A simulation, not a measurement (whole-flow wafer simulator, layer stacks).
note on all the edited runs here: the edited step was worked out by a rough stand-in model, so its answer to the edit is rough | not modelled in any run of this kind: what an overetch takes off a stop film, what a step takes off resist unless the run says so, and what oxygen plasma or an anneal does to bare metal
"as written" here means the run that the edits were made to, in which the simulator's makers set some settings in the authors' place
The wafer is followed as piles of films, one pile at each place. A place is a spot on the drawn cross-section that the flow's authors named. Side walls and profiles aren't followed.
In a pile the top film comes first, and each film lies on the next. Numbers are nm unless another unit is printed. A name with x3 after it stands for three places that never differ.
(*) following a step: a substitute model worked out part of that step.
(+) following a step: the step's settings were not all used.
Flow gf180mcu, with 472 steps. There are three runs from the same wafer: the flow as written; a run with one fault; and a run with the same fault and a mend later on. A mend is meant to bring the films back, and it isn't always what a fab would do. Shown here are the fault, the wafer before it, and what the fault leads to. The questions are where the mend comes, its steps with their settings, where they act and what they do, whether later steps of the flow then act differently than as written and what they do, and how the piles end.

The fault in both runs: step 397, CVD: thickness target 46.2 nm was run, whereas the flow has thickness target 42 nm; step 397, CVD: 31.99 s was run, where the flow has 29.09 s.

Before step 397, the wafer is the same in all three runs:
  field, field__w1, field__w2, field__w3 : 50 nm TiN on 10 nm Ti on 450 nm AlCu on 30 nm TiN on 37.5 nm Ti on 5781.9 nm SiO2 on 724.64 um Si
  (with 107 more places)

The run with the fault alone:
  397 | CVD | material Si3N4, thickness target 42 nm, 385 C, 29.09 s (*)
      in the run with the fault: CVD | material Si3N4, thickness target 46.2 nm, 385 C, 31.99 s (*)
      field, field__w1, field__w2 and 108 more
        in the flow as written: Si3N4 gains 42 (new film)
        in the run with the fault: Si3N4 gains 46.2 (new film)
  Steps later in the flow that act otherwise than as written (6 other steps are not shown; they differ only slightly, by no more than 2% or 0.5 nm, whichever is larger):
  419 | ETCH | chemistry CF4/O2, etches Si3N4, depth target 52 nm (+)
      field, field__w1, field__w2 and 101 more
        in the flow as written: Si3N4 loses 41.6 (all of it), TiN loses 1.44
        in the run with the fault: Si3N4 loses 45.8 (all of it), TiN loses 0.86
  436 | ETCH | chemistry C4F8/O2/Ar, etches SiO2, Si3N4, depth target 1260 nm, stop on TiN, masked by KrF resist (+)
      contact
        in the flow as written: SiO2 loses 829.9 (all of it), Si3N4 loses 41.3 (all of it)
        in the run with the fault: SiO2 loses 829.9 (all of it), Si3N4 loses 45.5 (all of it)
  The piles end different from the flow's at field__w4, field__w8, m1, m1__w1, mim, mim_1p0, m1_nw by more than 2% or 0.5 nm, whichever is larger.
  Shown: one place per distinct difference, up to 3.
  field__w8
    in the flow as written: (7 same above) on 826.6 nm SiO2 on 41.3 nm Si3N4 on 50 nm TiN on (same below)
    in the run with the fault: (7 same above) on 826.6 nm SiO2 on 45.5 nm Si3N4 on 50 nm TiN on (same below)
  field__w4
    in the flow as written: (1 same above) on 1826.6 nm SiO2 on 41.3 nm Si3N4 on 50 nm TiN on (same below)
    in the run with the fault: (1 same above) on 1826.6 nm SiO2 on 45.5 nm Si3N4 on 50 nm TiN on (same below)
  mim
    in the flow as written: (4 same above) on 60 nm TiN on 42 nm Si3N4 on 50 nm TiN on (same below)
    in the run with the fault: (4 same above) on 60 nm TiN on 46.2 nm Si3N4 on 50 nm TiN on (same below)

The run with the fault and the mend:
  The mend follows step 397.
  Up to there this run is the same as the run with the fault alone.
  397a | WET ETCH | chemistry H3PO4, depth target 4.2 nm, 160 C (the flow's step 14 again, with other settings)
      field, field__w1, field__w2 and 108 more
        Si3N4 loses 4.2
  Every later step of the flow that is run acts as written, at every place that is followed, to within 2% or 0.5 nm, whichever is larger.
  The piles end only slightly different from the flow's at the places that both follow, by no more than 2% or 0.5 nm, whichever is larger.
